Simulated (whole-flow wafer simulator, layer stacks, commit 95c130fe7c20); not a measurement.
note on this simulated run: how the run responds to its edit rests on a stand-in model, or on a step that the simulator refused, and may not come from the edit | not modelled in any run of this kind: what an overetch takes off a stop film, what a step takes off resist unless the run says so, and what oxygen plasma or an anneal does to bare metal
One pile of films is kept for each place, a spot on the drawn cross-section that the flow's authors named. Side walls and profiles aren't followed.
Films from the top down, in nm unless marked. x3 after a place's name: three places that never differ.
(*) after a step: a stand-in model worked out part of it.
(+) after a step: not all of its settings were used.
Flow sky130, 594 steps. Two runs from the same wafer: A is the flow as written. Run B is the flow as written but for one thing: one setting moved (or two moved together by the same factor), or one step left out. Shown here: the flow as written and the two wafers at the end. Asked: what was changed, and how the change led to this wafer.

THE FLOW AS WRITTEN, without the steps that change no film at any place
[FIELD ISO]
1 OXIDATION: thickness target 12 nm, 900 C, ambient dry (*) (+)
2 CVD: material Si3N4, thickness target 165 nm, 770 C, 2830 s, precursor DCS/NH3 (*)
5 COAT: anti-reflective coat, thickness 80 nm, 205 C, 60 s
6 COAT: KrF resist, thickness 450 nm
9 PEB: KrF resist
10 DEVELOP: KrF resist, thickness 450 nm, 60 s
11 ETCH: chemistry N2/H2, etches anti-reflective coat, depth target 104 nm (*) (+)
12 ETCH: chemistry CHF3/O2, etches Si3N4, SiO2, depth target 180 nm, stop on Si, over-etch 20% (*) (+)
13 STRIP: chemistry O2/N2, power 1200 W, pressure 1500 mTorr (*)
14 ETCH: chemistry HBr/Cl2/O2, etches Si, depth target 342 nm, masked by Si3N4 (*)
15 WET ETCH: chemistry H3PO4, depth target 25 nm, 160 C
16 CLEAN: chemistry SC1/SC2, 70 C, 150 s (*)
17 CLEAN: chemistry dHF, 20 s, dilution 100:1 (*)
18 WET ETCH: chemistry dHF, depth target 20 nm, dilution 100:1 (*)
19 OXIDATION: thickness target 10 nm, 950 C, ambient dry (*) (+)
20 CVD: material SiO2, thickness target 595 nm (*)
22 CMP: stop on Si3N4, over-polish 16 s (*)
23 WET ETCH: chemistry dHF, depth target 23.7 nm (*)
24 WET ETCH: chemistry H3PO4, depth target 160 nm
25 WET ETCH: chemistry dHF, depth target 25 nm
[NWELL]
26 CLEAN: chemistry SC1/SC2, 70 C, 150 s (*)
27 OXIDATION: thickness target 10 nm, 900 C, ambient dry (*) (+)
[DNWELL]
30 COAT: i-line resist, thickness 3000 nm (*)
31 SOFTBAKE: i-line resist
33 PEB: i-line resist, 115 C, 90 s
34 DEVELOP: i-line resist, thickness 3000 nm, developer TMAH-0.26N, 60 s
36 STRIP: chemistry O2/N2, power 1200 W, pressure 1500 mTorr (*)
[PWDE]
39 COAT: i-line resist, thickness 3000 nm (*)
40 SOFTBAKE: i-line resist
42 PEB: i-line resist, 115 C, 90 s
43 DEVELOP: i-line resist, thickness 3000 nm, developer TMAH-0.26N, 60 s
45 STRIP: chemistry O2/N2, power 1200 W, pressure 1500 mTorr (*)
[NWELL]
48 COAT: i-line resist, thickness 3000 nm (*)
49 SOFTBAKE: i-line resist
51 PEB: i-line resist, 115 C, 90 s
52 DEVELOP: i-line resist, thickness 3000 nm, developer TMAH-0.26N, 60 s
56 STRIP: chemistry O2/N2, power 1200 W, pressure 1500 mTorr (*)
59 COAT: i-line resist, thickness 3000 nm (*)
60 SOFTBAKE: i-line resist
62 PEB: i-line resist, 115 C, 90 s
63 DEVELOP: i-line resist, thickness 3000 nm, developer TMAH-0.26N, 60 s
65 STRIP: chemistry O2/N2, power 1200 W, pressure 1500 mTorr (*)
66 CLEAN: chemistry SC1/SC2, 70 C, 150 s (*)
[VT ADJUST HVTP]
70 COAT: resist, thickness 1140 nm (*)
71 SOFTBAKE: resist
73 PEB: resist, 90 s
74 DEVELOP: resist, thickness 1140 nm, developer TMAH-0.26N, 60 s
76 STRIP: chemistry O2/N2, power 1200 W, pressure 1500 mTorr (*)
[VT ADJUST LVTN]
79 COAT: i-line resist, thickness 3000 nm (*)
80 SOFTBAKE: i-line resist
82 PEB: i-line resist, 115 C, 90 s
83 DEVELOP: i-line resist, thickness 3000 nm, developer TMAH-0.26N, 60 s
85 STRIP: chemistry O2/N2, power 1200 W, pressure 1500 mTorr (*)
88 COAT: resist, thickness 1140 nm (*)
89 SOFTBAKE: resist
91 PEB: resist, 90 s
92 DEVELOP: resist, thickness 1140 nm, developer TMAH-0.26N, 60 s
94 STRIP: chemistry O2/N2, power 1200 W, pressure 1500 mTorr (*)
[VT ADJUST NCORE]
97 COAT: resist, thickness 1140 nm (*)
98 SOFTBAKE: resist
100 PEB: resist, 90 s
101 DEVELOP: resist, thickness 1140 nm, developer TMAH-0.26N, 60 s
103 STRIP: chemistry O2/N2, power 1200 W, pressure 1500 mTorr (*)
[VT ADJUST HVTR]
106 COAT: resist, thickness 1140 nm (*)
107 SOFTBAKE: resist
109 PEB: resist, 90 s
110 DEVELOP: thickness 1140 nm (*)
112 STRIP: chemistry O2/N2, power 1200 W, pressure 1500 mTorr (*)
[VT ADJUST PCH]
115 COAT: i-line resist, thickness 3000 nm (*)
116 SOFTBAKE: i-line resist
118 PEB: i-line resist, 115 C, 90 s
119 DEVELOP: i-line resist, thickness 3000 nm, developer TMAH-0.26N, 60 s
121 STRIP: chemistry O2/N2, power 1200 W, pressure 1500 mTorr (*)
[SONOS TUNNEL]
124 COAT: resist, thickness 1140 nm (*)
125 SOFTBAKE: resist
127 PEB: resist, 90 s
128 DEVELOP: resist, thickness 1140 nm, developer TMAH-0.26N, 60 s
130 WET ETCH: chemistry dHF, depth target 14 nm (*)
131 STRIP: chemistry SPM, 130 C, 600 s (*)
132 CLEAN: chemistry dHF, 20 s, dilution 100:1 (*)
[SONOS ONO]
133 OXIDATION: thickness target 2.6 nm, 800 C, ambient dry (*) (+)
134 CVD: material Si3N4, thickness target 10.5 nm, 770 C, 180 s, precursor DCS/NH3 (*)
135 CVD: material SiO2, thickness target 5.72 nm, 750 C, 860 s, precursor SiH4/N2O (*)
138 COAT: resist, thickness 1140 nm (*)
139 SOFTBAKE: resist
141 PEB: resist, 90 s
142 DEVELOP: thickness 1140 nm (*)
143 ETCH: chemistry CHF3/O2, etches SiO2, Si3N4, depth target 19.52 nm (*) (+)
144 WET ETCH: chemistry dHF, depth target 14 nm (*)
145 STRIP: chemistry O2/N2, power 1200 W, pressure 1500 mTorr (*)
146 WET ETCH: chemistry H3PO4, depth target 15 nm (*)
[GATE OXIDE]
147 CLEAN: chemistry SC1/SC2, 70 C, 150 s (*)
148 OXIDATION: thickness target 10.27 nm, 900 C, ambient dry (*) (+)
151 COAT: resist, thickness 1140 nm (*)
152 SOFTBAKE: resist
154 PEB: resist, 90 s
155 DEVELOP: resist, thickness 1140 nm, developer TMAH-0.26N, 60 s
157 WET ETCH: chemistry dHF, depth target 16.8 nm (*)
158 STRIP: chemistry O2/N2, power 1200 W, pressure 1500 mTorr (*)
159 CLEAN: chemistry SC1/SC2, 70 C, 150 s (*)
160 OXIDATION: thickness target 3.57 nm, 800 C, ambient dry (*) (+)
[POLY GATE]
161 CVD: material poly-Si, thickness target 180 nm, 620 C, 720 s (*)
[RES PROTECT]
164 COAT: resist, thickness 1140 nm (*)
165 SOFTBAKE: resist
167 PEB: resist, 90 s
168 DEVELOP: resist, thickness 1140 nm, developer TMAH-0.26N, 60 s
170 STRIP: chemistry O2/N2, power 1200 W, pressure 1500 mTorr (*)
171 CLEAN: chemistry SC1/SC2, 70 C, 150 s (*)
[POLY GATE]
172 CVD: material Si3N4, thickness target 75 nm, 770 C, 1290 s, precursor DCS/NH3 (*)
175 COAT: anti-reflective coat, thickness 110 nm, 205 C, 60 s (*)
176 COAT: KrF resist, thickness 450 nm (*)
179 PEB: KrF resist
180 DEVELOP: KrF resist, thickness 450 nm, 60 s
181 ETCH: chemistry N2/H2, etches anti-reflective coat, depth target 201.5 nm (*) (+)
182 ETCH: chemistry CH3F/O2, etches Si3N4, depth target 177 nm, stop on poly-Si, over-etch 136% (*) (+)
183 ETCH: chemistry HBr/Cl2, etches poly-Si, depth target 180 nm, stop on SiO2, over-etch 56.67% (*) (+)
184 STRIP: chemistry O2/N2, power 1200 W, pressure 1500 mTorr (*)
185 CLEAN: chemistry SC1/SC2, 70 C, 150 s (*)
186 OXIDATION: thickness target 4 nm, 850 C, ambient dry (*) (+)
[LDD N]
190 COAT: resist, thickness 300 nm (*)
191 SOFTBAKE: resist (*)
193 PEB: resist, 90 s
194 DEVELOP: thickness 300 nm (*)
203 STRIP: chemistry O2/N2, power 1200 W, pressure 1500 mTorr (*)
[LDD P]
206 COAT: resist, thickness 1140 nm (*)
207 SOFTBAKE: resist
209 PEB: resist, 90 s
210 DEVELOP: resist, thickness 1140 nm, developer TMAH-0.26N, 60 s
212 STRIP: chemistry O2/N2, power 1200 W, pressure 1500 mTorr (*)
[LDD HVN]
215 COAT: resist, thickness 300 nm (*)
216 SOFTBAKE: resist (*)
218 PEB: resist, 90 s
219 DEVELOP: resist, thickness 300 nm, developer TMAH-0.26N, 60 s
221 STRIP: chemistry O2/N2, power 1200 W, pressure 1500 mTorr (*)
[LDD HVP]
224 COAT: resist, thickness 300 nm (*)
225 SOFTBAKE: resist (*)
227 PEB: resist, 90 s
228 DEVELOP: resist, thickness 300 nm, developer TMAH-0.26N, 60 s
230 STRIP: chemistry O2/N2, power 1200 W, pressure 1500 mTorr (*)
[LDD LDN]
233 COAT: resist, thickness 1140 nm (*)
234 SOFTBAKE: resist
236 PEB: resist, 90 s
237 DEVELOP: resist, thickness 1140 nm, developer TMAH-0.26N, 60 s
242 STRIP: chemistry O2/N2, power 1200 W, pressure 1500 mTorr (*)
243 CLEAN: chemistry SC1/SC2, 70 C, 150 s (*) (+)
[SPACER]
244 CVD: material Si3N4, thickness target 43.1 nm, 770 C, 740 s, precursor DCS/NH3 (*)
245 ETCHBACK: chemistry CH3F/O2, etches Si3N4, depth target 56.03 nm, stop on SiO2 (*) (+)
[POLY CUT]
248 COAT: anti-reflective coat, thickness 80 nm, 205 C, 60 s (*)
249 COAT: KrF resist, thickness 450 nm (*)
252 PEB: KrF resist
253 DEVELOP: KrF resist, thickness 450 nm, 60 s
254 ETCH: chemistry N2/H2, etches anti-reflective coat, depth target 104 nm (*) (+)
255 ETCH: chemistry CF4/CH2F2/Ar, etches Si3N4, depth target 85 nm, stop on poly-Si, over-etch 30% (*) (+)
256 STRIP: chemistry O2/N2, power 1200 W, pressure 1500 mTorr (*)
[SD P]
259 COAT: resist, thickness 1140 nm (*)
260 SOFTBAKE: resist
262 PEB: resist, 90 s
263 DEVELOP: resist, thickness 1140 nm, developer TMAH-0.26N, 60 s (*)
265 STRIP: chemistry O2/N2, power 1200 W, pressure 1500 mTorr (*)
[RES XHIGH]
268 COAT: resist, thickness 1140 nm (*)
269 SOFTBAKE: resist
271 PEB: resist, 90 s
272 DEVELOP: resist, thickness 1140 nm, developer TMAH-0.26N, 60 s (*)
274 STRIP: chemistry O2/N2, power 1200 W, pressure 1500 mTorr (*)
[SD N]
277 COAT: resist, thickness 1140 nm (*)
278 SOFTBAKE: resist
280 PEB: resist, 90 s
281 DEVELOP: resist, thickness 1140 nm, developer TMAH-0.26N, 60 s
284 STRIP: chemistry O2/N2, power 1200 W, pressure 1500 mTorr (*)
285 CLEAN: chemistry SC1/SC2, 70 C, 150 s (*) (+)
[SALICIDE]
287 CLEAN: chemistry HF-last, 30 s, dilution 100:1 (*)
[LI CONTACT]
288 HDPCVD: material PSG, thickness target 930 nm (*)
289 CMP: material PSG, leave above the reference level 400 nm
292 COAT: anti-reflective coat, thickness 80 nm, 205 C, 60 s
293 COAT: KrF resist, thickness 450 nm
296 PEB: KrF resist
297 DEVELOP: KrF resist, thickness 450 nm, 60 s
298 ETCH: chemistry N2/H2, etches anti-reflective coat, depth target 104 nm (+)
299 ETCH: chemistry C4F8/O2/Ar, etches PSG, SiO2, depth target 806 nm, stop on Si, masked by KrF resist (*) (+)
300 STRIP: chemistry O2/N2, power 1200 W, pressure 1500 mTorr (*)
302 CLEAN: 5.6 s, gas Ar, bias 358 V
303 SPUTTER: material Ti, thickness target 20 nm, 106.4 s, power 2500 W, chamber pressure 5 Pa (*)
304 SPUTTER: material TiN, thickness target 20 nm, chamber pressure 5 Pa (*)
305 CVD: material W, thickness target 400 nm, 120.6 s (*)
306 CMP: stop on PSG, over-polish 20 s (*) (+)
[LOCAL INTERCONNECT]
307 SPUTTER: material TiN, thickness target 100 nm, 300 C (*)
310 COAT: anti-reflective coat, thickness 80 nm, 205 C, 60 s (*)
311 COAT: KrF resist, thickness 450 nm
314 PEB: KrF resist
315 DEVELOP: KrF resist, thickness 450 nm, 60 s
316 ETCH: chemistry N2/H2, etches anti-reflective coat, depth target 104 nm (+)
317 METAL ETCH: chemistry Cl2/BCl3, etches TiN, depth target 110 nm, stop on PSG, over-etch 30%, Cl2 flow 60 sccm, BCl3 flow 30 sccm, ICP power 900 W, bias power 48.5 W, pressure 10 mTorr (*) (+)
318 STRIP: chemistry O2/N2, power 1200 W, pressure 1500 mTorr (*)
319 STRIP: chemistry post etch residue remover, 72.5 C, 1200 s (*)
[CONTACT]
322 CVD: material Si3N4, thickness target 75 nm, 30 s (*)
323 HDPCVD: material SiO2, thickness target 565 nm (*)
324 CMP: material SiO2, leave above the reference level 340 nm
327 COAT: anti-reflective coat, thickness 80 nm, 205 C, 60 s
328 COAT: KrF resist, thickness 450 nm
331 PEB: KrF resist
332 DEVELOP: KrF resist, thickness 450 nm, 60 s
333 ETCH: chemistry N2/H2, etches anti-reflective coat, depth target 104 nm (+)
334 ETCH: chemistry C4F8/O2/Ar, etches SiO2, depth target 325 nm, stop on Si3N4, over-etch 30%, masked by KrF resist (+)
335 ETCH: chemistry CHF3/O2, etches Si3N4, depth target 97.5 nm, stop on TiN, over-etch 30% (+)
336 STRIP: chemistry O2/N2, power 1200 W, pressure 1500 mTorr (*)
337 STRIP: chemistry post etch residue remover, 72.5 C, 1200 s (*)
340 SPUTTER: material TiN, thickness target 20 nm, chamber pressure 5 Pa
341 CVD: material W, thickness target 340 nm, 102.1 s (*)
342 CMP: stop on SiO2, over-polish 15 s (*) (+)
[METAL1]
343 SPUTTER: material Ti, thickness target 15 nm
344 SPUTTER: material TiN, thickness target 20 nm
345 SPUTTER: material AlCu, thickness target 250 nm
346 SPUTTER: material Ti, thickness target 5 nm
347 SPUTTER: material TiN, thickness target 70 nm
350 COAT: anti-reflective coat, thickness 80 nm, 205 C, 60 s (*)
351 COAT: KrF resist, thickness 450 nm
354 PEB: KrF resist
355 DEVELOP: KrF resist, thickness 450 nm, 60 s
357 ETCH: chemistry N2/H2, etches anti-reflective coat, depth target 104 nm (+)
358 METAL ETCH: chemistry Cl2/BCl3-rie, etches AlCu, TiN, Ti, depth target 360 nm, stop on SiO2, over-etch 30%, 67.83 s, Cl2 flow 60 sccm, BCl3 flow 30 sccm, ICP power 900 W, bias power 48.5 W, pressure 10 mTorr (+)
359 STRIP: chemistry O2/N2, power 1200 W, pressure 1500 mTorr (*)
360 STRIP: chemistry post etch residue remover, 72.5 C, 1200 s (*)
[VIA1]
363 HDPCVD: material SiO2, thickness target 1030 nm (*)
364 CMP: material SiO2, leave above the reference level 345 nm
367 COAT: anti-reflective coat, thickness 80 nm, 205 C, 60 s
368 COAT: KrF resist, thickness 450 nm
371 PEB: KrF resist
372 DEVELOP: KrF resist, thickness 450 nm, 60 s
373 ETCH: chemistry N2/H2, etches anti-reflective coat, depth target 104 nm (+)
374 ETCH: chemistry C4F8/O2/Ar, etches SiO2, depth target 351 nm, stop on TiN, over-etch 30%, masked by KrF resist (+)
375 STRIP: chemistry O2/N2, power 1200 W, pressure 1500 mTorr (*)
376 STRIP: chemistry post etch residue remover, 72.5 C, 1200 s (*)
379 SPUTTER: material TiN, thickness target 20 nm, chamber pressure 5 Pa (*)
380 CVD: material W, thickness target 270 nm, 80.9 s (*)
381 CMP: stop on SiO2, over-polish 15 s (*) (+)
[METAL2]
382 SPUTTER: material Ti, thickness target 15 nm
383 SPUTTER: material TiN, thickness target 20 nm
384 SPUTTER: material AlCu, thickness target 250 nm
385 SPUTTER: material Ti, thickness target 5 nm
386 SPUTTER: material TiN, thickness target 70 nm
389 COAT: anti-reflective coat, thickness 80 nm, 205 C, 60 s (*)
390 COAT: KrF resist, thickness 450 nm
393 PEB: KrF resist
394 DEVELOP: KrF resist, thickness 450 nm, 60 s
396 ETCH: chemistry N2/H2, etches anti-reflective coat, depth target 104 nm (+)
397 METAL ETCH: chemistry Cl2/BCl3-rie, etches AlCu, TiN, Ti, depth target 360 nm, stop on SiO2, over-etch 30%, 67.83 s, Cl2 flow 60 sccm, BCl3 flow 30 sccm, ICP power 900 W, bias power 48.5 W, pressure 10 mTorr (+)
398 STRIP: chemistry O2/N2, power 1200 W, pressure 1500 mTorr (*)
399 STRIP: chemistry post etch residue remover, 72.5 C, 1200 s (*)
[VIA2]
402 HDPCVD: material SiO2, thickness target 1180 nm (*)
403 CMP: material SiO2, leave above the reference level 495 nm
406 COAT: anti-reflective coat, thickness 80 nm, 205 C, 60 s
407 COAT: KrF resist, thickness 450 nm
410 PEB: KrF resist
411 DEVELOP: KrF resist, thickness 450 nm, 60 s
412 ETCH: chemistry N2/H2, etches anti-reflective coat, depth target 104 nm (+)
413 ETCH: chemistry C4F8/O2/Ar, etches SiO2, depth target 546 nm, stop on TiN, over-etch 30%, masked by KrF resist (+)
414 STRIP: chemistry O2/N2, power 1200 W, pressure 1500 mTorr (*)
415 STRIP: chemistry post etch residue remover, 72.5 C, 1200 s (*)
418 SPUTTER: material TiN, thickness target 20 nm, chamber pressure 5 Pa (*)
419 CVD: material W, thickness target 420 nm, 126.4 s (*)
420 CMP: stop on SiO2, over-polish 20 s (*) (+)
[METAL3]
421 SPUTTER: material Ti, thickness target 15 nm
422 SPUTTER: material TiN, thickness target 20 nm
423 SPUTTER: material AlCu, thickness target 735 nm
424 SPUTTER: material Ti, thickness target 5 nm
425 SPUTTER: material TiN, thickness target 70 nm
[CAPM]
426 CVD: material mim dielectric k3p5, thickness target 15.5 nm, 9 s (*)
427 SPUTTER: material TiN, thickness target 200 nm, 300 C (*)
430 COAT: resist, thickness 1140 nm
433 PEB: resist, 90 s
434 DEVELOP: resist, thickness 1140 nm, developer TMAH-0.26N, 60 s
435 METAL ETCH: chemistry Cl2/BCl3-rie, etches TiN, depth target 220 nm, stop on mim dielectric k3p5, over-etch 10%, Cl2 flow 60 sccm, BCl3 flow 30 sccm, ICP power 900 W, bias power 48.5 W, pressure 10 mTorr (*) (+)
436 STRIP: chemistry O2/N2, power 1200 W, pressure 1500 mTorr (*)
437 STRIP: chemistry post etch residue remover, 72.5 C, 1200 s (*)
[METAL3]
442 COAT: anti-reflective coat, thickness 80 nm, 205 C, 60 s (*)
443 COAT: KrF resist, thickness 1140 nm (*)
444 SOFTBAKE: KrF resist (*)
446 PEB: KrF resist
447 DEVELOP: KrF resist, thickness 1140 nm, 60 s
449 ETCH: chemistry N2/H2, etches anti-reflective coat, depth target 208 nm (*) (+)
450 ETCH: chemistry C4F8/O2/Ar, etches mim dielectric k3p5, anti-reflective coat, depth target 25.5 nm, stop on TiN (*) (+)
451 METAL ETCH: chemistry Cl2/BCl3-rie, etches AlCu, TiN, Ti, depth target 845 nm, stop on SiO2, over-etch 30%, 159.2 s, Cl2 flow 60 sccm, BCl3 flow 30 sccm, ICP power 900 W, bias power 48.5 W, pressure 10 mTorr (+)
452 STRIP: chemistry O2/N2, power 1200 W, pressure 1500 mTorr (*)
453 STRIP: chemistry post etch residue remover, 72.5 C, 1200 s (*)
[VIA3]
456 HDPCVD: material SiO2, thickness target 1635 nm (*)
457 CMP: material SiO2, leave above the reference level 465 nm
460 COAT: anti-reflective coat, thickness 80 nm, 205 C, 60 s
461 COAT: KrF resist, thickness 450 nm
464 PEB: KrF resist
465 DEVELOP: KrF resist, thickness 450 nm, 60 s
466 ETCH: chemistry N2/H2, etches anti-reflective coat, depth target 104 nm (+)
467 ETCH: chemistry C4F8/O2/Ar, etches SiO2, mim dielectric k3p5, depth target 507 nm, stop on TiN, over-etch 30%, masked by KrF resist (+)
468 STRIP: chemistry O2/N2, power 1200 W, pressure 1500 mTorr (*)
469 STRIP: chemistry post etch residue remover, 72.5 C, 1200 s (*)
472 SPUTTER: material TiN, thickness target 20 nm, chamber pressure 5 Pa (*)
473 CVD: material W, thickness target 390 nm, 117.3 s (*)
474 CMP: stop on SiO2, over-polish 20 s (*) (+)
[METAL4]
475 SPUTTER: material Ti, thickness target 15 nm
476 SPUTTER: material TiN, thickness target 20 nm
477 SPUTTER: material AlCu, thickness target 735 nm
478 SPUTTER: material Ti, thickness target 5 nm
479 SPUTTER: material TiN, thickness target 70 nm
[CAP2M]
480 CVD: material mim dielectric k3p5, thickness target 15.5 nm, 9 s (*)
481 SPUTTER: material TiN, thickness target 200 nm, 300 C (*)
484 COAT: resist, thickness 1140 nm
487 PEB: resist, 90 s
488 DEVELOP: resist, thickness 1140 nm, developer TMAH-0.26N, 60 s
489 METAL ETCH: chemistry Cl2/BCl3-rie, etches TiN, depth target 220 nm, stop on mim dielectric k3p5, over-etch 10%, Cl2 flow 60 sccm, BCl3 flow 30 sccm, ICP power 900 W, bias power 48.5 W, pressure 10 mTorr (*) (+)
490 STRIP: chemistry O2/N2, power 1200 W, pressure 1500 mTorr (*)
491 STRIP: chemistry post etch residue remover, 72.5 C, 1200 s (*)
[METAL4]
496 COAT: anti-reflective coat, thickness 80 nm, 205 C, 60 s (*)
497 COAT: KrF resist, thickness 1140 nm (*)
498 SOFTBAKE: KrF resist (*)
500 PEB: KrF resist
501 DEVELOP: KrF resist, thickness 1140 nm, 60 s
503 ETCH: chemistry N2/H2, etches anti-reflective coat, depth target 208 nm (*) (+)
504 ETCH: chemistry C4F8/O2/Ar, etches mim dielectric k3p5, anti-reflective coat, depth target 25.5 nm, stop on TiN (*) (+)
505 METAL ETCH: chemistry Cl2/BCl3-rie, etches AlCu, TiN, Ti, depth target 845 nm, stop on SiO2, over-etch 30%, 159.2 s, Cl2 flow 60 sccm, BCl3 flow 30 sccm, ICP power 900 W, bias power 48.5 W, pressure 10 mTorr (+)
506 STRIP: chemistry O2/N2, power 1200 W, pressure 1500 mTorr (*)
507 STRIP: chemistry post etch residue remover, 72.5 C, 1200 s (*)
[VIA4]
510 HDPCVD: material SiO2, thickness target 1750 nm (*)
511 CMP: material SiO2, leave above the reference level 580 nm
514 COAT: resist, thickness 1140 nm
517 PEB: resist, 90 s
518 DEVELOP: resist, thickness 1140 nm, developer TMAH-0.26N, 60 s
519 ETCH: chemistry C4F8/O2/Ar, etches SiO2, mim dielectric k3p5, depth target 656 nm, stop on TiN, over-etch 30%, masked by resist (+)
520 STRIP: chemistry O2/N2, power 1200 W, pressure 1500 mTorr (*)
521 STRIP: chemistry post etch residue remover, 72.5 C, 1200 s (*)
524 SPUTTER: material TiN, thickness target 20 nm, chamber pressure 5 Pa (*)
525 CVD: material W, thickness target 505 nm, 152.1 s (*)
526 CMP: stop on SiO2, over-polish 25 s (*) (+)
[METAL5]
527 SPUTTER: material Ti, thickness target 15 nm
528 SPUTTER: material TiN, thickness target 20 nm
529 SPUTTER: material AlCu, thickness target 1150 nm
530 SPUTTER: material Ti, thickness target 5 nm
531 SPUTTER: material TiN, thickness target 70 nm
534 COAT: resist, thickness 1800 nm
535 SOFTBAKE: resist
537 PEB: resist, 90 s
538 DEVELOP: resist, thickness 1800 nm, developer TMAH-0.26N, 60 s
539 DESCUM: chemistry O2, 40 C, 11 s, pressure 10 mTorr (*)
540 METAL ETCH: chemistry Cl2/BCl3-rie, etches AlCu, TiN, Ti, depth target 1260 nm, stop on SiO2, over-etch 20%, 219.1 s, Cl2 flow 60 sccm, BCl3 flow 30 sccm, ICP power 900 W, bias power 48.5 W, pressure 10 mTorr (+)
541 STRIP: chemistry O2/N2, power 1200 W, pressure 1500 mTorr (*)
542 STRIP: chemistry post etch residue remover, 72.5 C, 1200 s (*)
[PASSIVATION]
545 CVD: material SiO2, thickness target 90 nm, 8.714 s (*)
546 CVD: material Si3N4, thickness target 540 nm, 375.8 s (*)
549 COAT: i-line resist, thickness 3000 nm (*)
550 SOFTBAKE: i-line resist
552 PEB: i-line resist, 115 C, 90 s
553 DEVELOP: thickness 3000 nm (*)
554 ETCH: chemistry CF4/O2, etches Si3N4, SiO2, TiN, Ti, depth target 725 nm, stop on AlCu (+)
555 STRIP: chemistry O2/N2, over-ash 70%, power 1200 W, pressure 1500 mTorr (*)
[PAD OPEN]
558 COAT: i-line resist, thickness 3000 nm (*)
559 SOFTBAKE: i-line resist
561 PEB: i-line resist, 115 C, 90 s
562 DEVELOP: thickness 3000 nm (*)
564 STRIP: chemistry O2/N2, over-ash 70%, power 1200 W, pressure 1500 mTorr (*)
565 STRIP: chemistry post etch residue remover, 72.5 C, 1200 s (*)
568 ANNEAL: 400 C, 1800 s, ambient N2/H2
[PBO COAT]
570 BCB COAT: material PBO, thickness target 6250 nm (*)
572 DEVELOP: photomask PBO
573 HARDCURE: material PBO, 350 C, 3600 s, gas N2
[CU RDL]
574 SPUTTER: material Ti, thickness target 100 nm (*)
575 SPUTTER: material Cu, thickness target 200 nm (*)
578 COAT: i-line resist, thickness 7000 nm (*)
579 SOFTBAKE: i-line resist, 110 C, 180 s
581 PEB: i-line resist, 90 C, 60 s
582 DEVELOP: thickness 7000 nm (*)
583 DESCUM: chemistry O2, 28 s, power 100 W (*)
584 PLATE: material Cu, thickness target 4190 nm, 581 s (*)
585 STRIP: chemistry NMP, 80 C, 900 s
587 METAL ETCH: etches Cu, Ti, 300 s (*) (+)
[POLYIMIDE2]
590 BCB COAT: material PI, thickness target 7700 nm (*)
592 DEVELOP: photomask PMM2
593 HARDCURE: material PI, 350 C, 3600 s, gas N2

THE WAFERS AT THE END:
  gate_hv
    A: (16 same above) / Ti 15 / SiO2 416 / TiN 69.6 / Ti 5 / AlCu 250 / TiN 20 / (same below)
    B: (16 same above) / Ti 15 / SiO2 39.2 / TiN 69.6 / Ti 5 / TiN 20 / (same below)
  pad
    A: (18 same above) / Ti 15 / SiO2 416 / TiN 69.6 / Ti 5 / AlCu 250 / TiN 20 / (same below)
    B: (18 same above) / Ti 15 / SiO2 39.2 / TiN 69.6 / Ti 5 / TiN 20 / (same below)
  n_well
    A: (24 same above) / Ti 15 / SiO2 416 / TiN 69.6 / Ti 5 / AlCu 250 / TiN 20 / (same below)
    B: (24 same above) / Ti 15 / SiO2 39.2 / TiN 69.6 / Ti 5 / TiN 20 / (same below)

The cause: step 384, SPUTTER: material AlCu, thickness target 250 nm, was left out.

How the change led to this, step by step:
  397 METAL ETCH: chemistry Cl2/BCl3-rie, etches AlCu, TiN, Ti, depth target 360 nm, stop on SiO2, over-etch 30%, 67.83 s, Cl2 flow 60 sccm, BCl3 flow 30 sccm, ICP power 900 W, bias power 48.5 W, pressure 10 mTorr (+)
      field, active, gate and 82 more: A TiN -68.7 (all of it), Ti -5 (all of it), AlCu -250 (all of it), TiN -20 (all of it), Ti -15 (all of it), SiO2 -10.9 | B TiN -68.7 (all of it), Ti -5 (all of it), TiN -20 (all of it), Ti -15 (all of it), SiO2 -35.9
  403 CMP: material SiO2, leave above the reference level 495 nm
      n_well, p_well, gate_hv and 101 more: A SiO2 -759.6 | B SiO2 -1136.4
      field, active, gate and 82 more: A SiO2 -389.1 | B SiO2 -990.9
      (and at 2 more places)
  413 ETCH: chemistry C4F8/O2/Ar, etches SiO2, depth target 546 nm, stop on TiN, over-etch 30%, masked by KrF resist (+)
      field, active, n_well and 186 more: A KrF resist -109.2 | B KrF resist -11.3
      m1: A SiO2 -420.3 (all of it) | B SiO2 -43.5 (all of it)
      (and at 1 more place)
  414 STRIP: chemistry O2/N2, power 1200 W, pressure 1500 mTorr (*)
      field, active, n_well and 186 more: A KrF resist -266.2 (all of it), anti-reflective coat -80 (all of it) | B KrF resist -364.1 (all of it), anti-reflective coat -80 (all of it)
  418 SPUTTER: material TiN, thickness target 20 nm, chamber pressure 5 Pa (*)
      m1, via2_hole: A TiN +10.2 | B TiN +18
  419 CVD: material W, thickness target 420 nm, 126.4 s (*)
      m1: A W +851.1 (new film) | B W +454.4 (new film)
      via2_hole: A W +850.7 (new film) | B W +454.1 (new film)
  420 CMP: stop on SiO2, over-polish 20 s (*) (+)
      m1: A W -445 | B W -432.9
      via2_hole: A W -445 | B W -433
